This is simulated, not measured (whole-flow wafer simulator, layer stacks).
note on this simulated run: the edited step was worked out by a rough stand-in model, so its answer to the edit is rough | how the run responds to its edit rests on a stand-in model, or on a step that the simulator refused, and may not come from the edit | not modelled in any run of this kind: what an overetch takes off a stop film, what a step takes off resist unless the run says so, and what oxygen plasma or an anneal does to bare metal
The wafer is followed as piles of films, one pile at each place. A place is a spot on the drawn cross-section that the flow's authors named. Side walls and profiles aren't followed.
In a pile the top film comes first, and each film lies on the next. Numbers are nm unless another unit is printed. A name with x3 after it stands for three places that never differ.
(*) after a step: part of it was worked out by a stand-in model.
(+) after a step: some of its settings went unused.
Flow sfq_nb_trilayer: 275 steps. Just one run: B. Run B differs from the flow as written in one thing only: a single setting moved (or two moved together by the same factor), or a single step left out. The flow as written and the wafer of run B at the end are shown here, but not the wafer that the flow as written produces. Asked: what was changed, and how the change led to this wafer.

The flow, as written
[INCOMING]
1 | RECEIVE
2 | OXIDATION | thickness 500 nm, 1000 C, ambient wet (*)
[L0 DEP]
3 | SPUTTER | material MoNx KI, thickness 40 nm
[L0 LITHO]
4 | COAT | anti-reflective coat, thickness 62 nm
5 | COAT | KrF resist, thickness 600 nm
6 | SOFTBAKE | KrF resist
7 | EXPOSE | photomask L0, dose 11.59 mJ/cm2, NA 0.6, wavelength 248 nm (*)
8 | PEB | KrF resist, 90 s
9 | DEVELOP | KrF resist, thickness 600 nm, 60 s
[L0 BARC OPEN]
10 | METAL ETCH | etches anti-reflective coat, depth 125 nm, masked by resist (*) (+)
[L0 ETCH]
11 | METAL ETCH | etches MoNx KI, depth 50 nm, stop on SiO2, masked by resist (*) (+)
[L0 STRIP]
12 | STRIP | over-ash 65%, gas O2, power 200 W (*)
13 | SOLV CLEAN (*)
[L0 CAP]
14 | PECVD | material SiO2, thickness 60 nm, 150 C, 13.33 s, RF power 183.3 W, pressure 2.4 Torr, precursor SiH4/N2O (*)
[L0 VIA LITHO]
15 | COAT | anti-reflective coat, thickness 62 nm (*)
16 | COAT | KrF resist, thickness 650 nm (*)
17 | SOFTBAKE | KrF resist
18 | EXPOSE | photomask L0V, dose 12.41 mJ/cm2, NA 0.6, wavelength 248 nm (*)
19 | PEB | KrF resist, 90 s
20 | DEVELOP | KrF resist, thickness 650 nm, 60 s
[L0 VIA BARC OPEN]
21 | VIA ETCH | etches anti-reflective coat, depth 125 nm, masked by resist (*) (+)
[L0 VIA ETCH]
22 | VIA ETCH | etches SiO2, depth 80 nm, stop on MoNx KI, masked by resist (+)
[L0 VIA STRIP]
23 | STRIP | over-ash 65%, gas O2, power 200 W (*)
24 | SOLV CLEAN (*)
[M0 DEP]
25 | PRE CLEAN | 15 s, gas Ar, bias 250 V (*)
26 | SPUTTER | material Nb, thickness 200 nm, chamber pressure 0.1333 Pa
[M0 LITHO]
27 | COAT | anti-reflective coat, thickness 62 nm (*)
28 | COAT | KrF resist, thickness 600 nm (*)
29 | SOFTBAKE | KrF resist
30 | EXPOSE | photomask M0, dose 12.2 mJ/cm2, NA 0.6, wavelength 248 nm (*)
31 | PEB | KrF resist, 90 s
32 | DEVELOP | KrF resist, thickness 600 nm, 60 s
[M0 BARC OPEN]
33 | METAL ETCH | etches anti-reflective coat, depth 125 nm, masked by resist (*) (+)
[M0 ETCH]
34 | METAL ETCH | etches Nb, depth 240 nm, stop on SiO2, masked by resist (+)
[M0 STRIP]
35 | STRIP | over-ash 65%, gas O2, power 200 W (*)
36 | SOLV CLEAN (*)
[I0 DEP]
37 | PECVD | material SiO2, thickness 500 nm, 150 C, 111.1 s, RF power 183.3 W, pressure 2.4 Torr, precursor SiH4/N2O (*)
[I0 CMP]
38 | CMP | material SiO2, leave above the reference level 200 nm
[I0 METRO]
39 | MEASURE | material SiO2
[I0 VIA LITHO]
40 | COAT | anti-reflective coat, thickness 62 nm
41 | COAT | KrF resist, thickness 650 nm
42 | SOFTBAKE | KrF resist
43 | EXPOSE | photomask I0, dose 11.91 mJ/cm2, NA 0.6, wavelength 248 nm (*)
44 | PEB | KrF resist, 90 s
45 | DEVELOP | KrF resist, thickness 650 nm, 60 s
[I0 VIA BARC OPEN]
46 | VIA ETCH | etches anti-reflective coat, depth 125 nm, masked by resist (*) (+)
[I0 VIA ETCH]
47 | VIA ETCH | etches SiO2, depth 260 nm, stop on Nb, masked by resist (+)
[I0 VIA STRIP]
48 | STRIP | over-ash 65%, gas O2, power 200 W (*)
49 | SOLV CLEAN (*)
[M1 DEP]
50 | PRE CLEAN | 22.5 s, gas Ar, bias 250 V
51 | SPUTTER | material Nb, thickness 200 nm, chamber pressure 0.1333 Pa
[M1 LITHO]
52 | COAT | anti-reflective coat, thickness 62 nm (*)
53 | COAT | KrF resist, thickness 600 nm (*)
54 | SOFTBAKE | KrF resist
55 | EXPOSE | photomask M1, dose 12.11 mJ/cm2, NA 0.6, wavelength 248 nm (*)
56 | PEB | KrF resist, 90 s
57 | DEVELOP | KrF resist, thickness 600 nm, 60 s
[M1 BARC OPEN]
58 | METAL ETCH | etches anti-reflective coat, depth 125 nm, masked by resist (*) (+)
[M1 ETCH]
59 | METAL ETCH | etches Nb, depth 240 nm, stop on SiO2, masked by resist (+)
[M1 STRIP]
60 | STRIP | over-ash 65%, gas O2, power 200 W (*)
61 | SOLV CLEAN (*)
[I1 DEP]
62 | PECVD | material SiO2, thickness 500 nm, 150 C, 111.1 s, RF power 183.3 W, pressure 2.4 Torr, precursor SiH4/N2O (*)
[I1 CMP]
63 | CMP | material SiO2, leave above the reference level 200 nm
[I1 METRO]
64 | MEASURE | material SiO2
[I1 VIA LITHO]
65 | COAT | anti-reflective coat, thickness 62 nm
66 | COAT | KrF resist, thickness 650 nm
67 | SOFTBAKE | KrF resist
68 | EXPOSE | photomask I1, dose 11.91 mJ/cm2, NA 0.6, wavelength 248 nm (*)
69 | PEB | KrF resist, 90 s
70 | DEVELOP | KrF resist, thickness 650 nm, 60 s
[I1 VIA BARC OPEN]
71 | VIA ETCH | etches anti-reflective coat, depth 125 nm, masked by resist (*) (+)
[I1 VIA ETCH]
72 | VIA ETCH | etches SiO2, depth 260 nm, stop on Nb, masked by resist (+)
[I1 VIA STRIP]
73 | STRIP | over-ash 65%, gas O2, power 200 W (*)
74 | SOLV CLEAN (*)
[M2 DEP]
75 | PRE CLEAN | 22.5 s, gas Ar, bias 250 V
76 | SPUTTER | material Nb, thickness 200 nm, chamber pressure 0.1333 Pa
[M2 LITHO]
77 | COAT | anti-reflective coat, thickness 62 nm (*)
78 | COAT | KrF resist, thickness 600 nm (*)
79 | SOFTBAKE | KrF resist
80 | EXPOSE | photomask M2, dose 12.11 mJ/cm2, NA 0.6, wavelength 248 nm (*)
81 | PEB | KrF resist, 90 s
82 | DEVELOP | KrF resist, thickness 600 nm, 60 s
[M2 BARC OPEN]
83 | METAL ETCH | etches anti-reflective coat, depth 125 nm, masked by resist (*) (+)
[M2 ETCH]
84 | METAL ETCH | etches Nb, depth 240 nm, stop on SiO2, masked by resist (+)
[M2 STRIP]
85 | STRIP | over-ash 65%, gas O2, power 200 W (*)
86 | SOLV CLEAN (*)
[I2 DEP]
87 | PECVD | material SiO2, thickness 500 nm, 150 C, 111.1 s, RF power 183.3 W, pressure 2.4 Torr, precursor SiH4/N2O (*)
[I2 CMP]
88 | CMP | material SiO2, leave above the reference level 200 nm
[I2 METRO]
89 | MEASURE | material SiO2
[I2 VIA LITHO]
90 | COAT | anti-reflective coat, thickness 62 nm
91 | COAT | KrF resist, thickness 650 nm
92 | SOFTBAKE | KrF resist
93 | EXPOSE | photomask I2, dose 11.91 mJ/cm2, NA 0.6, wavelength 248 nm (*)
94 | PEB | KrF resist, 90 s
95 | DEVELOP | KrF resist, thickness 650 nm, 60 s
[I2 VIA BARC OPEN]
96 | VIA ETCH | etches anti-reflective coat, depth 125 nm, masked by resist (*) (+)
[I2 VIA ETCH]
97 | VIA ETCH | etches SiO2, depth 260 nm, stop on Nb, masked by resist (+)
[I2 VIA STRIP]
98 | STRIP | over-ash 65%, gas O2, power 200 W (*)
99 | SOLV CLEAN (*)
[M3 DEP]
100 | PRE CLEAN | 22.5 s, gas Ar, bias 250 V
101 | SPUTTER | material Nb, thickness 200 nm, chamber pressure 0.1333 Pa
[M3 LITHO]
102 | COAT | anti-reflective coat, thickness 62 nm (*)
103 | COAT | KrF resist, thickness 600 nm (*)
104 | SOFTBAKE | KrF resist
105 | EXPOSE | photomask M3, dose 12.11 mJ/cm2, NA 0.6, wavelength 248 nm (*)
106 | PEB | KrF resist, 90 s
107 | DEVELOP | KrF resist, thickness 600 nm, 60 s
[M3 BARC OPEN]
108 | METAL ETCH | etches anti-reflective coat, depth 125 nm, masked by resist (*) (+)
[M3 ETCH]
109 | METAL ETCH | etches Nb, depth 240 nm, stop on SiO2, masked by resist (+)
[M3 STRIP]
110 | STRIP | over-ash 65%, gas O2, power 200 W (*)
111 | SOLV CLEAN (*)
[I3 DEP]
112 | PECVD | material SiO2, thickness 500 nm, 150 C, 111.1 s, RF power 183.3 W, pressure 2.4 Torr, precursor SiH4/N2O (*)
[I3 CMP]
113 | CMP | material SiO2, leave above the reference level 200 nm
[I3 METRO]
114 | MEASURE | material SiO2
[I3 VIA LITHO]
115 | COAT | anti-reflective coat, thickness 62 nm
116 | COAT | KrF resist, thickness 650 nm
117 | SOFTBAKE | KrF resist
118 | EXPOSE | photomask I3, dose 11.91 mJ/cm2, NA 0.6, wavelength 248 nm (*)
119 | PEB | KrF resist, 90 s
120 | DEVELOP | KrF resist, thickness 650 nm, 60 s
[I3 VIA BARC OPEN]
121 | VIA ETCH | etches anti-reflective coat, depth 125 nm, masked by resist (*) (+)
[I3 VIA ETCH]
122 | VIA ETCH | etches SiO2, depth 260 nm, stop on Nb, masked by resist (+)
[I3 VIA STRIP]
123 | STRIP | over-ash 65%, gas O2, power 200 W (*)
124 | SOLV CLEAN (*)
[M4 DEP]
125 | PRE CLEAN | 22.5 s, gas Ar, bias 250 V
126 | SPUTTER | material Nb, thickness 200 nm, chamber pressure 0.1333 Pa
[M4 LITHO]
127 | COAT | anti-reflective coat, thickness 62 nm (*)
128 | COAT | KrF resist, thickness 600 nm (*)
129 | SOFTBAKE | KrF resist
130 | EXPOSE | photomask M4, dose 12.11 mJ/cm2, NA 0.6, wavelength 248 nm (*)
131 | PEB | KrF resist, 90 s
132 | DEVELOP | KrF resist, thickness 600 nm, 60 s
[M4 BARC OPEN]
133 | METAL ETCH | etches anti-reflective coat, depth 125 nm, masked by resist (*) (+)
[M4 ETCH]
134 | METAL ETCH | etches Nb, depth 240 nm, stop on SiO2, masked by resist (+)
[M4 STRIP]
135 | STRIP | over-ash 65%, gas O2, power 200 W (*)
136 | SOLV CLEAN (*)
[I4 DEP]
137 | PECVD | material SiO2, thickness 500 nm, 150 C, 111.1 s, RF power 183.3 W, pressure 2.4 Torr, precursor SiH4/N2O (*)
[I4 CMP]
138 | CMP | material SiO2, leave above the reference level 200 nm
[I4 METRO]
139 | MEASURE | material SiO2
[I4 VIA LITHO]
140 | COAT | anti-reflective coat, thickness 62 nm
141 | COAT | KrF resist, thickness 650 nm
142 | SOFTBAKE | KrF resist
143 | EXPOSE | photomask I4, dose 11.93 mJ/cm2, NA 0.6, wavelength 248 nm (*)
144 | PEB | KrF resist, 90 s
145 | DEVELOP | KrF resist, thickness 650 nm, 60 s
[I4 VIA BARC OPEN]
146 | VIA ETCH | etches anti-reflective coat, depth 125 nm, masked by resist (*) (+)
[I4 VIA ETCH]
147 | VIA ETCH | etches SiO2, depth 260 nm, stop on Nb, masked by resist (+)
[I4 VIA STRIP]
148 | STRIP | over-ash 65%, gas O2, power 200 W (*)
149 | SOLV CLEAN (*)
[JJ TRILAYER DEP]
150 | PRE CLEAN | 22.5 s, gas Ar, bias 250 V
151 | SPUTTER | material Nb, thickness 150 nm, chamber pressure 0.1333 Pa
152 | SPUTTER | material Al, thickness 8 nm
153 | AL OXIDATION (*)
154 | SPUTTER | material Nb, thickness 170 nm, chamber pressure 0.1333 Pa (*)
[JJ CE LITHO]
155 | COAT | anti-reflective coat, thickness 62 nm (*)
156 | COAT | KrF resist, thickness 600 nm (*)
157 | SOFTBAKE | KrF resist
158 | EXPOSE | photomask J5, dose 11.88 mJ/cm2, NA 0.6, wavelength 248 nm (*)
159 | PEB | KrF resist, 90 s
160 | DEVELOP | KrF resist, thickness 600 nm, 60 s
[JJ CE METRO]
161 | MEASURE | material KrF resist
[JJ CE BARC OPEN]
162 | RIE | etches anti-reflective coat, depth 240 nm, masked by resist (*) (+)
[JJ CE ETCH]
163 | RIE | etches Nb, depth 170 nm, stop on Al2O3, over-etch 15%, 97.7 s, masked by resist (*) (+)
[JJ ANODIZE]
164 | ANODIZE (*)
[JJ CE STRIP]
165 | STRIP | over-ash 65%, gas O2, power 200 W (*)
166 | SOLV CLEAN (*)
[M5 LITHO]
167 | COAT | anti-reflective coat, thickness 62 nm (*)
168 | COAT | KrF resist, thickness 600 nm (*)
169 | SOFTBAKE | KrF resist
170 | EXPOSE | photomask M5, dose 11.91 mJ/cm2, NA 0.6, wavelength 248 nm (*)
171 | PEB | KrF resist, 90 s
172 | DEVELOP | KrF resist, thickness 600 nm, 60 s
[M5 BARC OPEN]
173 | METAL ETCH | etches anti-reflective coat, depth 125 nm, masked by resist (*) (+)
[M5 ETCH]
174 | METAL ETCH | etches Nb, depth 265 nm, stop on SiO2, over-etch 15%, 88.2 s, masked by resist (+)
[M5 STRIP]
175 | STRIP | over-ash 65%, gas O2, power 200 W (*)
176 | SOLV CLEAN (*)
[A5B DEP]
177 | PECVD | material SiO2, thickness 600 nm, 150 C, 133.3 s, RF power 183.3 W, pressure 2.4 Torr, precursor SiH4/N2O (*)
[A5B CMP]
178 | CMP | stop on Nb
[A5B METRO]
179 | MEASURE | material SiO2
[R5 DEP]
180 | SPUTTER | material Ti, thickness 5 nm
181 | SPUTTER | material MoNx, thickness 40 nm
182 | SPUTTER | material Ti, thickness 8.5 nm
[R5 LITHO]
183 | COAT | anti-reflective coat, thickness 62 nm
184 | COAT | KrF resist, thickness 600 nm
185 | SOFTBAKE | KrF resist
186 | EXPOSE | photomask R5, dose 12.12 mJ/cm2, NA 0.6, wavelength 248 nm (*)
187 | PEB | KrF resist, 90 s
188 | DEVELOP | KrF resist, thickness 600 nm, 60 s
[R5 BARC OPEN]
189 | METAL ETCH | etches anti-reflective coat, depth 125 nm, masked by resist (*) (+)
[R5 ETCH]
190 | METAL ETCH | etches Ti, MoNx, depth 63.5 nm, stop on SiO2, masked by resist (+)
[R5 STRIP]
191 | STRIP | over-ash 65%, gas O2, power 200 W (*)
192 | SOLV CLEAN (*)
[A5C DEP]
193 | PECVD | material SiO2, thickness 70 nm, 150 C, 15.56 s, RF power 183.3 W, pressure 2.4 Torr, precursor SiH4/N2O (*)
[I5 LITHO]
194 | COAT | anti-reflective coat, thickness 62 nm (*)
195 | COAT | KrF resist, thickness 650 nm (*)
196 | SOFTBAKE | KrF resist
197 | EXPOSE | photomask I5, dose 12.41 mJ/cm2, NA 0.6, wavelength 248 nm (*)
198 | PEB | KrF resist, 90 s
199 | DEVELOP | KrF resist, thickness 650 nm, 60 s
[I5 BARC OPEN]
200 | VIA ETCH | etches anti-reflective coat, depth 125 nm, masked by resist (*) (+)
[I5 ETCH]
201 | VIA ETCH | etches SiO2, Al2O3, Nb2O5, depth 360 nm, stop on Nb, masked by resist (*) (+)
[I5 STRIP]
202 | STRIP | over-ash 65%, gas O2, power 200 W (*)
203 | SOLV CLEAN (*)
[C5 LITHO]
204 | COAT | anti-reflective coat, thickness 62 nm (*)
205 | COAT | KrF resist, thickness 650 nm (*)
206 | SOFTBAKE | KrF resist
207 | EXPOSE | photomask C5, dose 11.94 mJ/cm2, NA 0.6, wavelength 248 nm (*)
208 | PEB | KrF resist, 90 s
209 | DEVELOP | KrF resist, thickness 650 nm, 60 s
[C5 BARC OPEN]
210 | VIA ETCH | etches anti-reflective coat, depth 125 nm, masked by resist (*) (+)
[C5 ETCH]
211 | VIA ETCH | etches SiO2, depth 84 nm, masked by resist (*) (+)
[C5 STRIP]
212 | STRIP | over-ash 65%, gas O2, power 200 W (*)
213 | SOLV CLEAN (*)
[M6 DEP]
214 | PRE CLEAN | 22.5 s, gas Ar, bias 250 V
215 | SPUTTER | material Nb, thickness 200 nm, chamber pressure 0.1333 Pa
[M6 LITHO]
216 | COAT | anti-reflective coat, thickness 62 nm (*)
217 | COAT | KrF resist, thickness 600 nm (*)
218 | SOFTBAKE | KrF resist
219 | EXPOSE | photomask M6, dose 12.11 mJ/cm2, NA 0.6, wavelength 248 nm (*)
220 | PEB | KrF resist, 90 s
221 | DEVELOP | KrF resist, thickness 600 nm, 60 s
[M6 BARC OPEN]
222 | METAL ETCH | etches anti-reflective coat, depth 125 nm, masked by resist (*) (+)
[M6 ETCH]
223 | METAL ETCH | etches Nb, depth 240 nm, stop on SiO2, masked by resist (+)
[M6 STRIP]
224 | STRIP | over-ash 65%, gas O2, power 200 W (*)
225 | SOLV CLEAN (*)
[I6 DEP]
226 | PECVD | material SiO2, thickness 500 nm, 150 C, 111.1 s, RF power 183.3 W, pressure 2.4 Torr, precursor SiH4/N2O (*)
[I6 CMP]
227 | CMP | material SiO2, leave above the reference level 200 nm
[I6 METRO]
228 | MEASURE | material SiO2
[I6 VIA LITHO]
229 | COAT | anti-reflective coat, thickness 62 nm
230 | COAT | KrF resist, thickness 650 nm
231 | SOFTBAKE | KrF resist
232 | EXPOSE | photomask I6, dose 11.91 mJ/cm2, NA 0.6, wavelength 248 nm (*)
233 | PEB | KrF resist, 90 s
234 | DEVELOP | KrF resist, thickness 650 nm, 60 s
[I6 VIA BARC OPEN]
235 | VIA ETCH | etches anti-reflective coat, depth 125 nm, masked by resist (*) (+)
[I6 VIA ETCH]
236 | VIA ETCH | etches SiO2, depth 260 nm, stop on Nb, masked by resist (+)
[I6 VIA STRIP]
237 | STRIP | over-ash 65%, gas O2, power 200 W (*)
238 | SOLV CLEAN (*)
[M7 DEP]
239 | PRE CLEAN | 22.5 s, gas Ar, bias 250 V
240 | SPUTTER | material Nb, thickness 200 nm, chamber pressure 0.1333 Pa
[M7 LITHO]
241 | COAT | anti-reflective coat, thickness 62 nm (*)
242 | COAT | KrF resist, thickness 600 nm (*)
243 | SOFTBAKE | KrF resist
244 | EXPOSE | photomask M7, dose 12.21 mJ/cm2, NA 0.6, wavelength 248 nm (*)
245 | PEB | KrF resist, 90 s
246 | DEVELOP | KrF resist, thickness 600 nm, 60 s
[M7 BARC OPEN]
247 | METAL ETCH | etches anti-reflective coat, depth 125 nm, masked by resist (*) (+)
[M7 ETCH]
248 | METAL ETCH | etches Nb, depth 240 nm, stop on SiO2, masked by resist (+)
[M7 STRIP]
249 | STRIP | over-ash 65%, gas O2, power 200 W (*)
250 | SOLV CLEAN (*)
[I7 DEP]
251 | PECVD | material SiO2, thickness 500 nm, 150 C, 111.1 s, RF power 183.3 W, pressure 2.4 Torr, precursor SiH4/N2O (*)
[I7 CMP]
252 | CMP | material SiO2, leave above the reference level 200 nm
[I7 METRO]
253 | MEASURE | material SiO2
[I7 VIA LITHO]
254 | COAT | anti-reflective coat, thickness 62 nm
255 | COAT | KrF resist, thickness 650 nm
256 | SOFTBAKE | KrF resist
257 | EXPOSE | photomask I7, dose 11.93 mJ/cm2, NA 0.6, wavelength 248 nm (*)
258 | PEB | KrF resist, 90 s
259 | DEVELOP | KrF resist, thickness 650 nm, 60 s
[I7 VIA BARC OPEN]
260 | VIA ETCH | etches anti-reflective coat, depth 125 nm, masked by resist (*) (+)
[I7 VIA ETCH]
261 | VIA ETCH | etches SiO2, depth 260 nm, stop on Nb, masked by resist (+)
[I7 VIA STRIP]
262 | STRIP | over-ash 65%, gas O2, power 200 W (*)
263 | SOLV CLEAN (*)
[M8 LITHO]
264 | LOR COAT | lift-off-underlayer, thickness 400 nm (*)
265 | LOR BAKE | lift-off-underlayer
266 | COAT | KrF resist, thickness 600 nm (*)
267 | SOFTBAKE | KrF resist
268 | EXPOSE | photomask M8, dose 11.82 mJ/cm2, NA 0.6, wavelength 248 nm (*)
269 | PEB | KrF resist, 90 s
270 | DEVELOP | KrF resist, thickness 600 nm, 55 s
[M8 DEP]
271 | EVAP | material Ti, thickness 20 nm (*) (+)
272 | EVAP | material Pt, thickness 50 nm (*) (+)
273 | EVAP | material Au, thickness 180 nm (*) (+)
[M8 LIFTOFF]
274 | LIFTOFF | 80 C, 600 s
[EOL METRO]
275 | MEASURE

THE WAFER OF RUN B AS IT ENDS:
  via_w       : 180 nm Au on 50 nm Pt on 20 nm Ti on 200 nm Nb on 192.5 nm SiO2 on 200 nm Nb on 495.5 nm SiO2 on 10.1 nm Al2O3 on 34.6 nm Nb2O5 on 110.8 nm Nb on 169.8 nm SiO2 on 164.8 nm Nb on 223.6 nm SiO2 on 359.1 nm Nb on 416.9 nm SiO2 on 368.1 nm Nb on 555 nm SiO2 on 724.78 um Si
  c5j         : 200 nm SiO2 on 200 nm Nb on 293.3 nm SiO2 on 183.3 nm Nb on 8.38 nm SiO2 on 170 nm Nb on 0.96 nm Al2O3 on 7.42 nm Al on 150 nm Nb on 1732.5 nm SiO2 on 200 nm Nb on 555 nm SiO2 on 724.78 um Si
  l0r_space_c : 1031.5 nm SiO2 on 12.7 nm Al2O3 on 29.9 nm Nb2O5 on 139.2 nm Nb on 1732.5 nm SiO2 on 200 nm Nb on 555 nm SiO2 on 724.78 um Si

What caused this: step 112, PECVD: thickness 270 nm was run, whereas the flow has thickness 500 nm; step 112, PECVD: 60 s was run, where the flow has 111.1 s.

The path from the change to this, step by step:
  112 | PECVD | material SiO2, thickness 500 nm, 150 C, 111.1 s, RF power 183.3 W, pressure 2.4 Torr, precursor SiH4/N2O (*)
      field_l, be, be_sur and 64 more: SiO2 gains 270 (it would be, as written: SiO2 gains 500)
      v_sur, via_wl, via_wr and 27 more: SiO2 gains 270 (new film) (it would be, as written: SiO2 gains 500 (new film))
      (as well as at 9 more places)
  113 | CMP | material SiO2, leave above the reference level 200 nm
      field_l, be, be_sur and 64 more: nothing (it would be, as written: SiO2 loses 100)
      p4_g1, p4_g2, p3_s0, p3_s1, p3_s2, p3_s3, p3_s4, p3_s5: nothing (it would be, as written: SiO2 loses 157.1)
      (as well as at 31 more places)
  115 | COAT | anti-reflective coat, thickness 62 nm
      p3_l1, p3_l2, p3_l3, p3_l4: anti-reflective coat gains 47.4 (new film) (it would be, as written: anti-reflective coat gains 62 (new film))
      p3_s1, p3_s2, p3_s3: anti-reflective coat gains 105.3 (new film) (it would be, as written: anti-reflective coat gains 62 (new film))
      (as well as at 78 more places)
  116 | COAT | KrF resist, thickness 650 nm
      m0r_line_l, m6r_line_l, m7r_line_l: KrF resist gains 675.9 (new film) (it would be, as written: KrF resist gains 650 (new film))
      m0r_space_l, m6r_space_l, m7r_space_l: KrF resist gains 665.9 (new film) (it would be, as written: KrF resist gains 650 (new film))
      (as well as at 76 more places)
  120 | DEVELOP | KrF resist, thickness 650 nm, 60 s
      via_v: KrF resist loses 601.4 (all of it) (it would be, as written: KrF resist loses 648.6 (all of it))
  121 | VIA ETCH | etches anti-reflective coat, depth 125 nm, masked by resist (*) (+)
      field_l, v_sur, via_wl and 102 more: KrF resist loses 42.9 (it would be, as written: KrF resist loses 51.7)
      via_v: anti-reflective coat loses 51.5 (all of it), SiO2 loses 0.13 (it would be, as written: anti-reflective coat loses 62 (all of it), SiO2 loses 0.16)
  123 | STRIP | over-ash 65%, gas O2, power 200 W (*)
      m0r_line_l, m6r_line_l, m7r_line_l: KrF resist loses 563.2 (all of it), anti-reflective coat loses 62.8 (all of it) (it would be, as written: KrF resist loses 528.6 (all of it), anti-reflective coat loses 62 (all of it))
      m0r_space_l, m6r_space_l, m7r_space_l: KrF resist loses 553.2 (all of it), anti-reflective coat loses 78.8 (all of it) (it would be, as written: KrF resist loses 528.6 (all of it), anti-reflective coat loses 62 (all of it))
      (as well as at 99 more places)
  126 | SPUTTER | material Nb, thickness 200 nm, chamber pressure 0.1333 Pa
      via_w: Nb gains 164.8 (new film) (it would be, as written: Nb gains 200 (new film))
  127 | COAT | anti-reflective coat, thickness 62 nm (*)
      m0r_line_l, m0r_line_r, m6r_line_l, m6r_line_r, m7r_line_l, m7r_line_r: anti-reflective coat gains 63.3 (new film) (it would be, as written: anti-reflective coat gains 62 (new film))
      m0r_space_l, m0r_space_r, m6r_space_l, m6r_space_r, m7r_space_l, m7r_space_r: anti-reflective coat gains 75.9 (new film) (it would be, as written: anti-reflective coat gains 62 (new film))
      (as well as at 79 more places)
  128 | COAT | KrF resist, thickness 600 nm (*)
      m0r_line_l, m0r_line_r, m6r_line_l, m6r_line_r, m7r_line_l, m7r_line_r: KrF resist gains 623.1 (new film) (it would be, as written: KrF resist gains 600 (new film))
      m0r_space_l, m0r_space_r, m6r_space_l, m6r_space_r, m7r_space_l, m7r_space_r: KrF resist gains 616.8 (new film) (it would be, as written: KrF resist gains 600 (new film))
      (as well as at 70 more places)
  132 | DEVELOP | KrF resist, thickness 600 nm, 60 s
      m0r_line_l, m0r_line_r, m6r_line_l, m6r_line_r, m7r_line_l, m7r_line_r: KrF resist loses 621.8 (all of it) (it would be, as written: KrF resist loses 598.7 (all of it))
      m0r_space_l, m0r_space_r, m6r_space_l, m6r_space_r, m7r_space_l, m7r_space_r: KrF resist loses 615.5 (all of it) (it would be, as written: KrF resist loses 598.7 (all of it))
      (as well as at 34 more places)
  133 | METAL ETCH | etches anti-reflective coat, depth 125 nm, masked by resist (*) (+)
      m5r_linepad_l, m5r_linepad_r, r5r_spacepad_l, r5r_spacepad_r: anti-reflective coat loses 125 (it would be, as written: anti-reflective coat loses 62 (all of it))
      v_sur, via_wl, via_w and 36 more: KrF resist loses 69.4 (it would be, as written: KrF resist loses 51.7)
      (as well as at 51 more places)
  134 | METAL ETCH | etches Nb, depth 240 nm, stop on SiO2, masked by resist (+)
      m5r_linepad_l, m5r_linepad_r: anti-reflective coat loses 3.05 (all of it), Nb loses 200 (all of it) (it would be, as written: Nb loses 200 (all of it))
      r5r_spacepad_l, r5r_spacepad_r: anti-reflective coat loses 4 (all of it), Nb loses 200 (all of it) (it would be, as written: Nb loses 200 (all of it))
  135 | STRIP | over-ash 65%, gas O2, power 200 W (*)
      v_sur: KrF resist loses 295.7 (all of it), anti-reflective coat loses 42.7 (all of it) (it would be, as written: KrF resist loses 379.9 (all of it), anti-reflective coat loses 61.4 (all of it))
      via_wl: KrF resist loses 303.9 (all of it), anti-reflective coat loses 35.8 (all of it) (it would be, as written: KrF resist loses 379.4 (all of it), anti-reflective coat loses 61.3 (all of it))
      (as well as at 37 more places)
  137 | PECVD | material SiO2, thickness 500 nm, 150 C, 111.1 s, RF power 183.3 W, pressure 2.4 Torr, precursor SiH4/N2O (*)
      p3_s0, p3_s1, p3_s2, p3_s3, p3_s4, p3_s5: SiO2 gains 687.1 (it would be, as written: SiO2 gains 557.1)
      via_w: SiO2 gains 594.6 (new film) (it would be, as written: SiO2 gains 500 (new film))
  138 | CMP | material SiO2, leave above the reference level 200 nm
      field_l, be, be_sur and 55 more: nothing (it would be, as written: SiO2 loses 100)
      lsp_r, l0_sur, l0v: nothing (it would be, as written: SiO2 loses 91.9)
      (as well as at 9 more places)
  ... another 38 steps ...
  227 | CMP | material SiO2, leave above the reference level 200 nm
      ce_l, ce_r: SiO2 loses 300 (it would be, as written: SiO2 loses 290)
      c5j: SiO2 loses 233 (it would be, as written: SiO2 loses 223)
Taking metal films that touch as one body, via_w has 6 bodies (between them, from the top down: SiO2 192.5; SiO2 495.5 / Al2O3 10.1 / Nb2O5 34.6; SiO2 169.8; SiO2 223.6; SiO2 416.9); the flow as written gives 5 bodies (between them, from the top down: SiO2 192.5; SiO2 427.3 / Al2O3 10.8 / Nb2O5 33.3; SiO2 425.9; SiO2 416.9).
Taking metal films that touch as one body, c5j has 5 bodies (between them, from the top down: SiO2 293.3; SiO2 8.38; Al2O3 0.96; SiO2 1732.5); the flow as written gives 4 bodies (between them, from the top down: SiO2 284.2; Al2O3 0.96; SiO2 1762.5).
